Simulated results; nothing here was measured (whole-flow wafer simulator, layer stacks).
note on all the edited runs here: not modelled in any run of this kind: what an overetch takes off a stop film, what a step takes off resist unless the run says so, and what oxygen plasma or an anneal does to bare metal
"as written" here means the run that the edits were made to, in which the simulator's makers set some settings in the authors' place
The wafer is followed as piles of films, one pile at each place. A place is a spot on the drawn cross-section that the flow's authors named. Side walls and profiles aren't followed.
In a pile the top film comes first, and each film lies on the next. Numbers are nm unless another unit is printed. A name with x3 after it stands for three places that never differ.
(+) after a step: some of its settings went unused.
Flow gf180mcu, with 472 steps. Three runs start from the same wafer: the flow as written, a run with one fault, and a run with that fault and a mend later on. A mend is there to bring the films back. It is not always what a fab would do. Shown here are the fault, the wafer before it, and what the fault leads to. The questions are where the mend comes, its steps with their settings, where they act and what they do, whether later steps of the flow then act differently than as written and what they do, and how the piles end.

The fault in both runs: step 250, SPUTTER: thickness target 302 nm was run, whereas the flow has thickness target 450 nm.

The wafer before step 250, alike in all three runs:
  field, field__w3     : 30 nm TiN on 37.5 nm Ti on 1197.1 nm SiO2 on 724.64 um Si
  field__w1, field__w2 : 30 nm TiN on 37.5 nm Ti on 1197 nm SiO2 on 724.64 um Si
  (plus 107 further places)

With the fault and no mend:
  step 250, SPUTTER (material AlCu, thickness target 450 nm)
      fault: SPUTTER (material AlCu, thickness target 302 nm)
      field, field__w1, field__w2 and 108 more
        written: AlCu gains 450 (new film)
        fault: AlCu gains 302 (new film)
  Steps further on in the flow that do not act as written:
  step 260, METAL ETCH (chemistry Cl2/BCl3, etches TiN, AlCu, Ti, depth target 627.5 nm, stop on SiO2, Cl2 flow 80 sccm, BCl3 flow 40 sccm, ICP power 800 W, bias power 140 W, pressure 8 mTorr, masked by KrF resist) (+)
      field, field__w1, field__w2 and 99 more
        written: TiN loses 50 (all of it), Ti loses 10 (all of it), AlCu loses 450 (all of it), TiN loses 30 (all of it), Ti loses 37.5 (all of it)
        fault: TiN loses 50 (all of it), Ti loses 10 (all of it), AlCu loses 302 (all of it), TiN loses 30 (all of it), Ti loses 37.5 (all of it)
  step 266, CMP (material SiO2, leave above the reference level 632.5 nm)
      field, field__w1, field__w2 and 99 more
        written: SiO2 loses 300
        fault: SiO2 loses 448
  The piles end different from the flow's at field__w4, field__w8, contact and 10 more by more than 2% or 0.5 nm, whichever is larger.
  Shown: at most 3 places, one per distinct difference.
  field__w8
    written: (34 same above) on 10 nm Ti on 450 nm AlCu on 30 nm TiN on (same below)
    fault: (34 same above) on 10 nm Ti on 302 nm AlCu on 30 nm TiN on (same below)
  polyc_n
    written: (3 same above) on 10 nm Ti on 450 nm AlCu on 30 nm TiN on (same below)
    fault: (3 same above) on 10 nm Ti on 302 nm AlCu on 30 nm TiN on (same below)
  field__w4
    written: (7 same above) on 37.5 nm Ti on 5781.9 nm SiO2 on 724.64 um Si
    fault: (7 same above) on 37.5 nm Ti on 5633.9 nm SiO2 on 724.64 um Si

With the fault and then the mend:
  The mend follows step 250.
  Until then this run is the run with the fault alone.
  step 250a, SPUTTER (material AlCu, thickness target 148 nm) (a further turn of the flow's step 250, with different settings)
      field, field__w1, field__w2 and 108 more
        AlCu gains 148
  Every later step of the flow that is run acts as written at every place that is followed.
  At every place that both follow, the piles at the end match the flow's.
